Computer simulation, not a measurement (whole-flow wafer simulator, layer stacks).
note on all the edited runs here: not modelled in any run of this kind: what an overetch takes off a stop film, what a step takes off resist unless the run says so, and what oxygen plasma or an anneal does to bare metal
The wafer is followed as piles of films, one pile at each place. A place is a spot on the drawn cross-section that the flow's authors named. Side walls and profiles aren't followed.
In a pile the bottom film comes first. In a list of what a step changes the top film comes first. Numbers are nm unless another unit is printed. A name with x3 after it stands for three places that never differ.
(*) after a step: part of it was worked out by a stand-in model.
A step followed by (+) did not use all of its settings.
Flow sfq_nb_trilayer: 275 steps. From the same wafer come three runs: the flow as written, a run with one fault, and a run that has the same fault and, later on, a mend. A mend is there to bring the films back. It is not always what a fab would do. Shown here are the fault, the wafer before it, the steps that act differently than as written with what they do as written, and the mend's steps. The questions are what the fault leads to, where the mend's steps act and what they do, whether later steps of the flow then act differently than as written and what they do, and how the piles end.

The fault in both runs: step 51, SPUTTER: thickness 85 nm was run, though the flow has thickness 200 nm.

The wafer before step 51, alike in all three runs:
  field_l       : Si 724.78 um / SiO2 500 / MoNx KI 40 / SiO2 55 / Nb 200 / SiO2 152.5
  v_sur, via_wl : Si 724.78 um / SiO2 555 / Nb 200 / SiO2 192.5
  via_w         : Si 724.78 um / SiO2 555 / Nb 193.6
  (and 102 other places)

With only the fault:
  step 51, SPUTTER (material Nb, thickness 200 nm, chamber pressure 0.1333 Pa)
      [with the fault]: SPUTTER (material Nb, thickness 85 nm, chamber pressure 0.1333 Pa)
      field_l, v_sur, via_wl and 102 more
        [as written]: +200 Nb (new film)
        [with the fault]: +85 Nb (new film)
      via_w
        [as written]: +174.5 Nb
        [with the fault]: +74.9 Nb
  Steps later in the flow that act otherwise than as written (3 more steps, not shown, differ only slightly: by at most 2% or 0.5 nm, whichever is larger):
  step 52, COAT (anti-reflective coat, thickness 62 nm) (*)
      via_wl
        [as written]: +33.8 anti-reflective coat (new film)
        [with the fault]: +32 anti-reflective coat (new film)
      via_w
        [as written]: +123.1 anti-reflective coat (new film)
        [with the fault]: +118.2 anti-reflective coat (new film)
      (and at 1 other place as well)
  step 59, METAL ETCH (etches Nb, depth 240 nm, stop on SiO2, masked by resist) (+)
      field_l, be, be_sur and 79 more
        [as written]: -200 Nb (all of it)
        [with the fault]: -85 Nb (all of it)
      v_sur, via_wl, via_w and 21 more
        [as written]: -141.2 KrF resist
        [with the fault]: -75 KrF resist
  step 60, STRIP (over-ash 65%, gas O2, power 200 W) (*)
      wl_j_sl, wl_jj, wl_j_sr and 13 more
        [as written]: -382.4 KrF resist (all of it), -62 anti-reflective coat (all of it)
        [with the fault]: -448.6 KrF resist (all of it), -62 anti-reflective coat (all of it)
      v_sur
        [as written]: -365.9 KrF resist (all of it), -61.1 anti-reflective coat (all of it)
        [with the fault]: -434.2 KrF resist (all of it), -60.6 anti-reflective coat (all of it)
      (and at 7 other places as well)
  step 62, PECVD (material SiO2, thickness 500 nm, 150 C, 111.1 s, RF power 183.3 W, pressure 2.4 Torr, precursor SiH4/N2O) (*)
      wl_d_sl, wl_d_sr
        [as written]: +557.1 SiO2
        [with the fault]: +500 SiO2
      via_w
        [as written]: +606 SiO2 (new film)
        [with the fault]: +578 SiO2 (new film)
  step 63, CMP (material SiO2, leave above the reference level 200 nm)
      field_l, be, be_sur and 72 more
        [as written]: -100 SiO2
        [with the fault]: -215 SiO2
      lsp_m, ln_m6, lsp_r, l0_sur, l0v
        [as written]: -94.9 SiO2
        [with the fault]: -215 SiO2
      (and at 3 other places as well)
  By the end, the piles at field_l, v_sur, via_wl and 103 more depart from the flow's by more than 2% or 0.5 nm, whichever is larger.
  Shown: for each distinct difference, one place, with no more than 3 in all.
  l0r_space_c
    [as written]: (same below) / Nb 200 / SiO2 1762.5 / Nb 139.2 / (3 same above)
    [with the fault]: (same below) / Nb 200 / SiO2 1647.5 / Nb 139.2 / (3 same above)
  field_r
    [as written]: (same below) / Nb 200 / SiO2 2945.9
    [with the fault]: (same below) / Nb 200 / SiO2 2830.9
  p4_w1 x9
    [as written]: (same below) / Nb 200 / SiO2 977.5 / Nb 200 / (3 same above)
    [with the fault]: (same below) / Nb 200 / SiO2 862.5 / Nb 200 / (3 same above)

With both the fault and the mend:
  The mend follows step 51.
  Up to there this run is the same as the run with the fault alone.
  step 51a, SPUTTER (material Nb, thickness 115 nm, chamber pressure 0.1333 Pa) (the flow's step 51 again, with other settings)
      field_l, v_sur, via_wl and 102 more
        +115 Nb
      via_w
        +95.4 Nb
  Every later step of the flow that is run acts as written, at every place that is followed, to within 2% or 0.5 nm, whichever is larger.
  At the end the piles are close to the flow's at the places that both follow, differing by at most 2% or 0.5 nm, whichever is larger.
